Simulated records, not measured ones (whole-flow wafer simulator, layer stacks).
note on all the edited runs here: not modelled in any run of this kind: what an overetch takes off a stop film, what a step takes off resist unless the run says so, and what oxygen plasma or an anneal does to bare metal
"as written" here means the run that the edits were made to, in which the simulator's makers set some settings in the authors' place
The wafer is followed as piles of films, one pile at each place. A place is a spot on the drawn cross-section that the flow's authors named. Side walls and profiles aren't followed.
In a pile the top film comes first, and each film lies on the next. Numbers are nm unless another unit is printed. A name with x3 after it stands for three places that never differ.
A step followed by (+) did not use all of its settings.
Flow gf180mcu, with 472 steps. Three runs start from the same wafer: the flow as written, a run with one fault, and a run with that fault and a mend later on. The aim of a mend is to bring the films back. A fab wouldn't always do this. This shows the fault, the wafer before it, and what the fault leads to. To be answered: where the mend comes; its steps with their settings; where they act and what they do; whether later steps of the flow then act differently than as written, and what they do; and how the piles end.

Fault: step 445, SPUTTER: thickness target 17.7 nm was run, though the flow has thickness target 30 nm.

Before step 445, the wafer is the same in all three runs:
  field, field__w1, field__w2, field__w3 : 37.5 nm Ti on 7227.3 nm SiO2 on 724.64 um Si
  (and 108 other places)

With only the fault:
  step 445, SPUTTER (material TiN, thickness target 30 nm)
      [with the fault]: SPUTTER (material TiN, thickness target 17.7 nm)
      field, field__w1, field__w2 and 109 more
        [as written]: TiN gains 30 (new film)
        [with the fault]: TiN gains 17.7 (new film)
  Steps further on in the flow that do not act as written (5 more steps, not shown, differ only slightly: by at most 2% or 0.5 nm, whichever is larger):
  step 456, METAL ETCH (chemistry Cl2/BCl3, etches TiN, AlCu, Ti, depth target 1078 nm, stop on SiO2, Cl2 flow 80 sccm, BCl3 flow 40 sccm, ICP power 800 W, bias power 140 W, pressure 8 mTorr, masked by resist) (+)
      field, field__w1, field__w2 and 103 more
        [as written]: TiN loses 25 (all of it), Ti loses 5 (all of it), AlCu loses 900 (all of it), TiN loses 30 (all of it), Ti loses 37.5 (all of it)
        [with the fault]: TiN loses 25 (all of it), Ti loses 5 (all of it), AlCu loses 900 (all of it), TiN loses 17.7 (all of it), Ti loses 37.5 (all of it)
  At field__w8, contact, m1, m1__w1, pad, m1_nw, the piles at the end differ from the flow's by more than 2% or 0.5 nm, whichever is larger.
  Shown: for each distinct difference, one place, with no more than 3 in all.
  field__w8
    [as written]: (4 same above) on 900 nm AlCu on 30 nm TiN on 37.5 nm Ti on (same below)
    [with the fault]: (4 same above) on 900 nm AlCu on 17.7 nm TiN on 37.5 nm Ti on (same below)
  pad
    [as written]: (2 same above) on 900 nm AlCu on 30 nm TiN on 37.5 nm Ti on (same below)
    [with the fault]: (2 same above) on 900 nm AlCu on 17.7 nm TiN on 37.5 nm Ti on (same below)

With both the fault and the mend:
  The mend stands after step 445.
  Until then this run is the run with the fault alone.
  step 445a, SPUTTER (material TiN, thickness target 12.3 nm) (the flow's step 445, run once more with other settings)
      field, field__w1, field__w2 and 109 more
        TiN gains 12.3
  Later steps of the flow that are run all act as written at every place that is followed.
  By the end, the piles equal the flow's at every place that both follow.
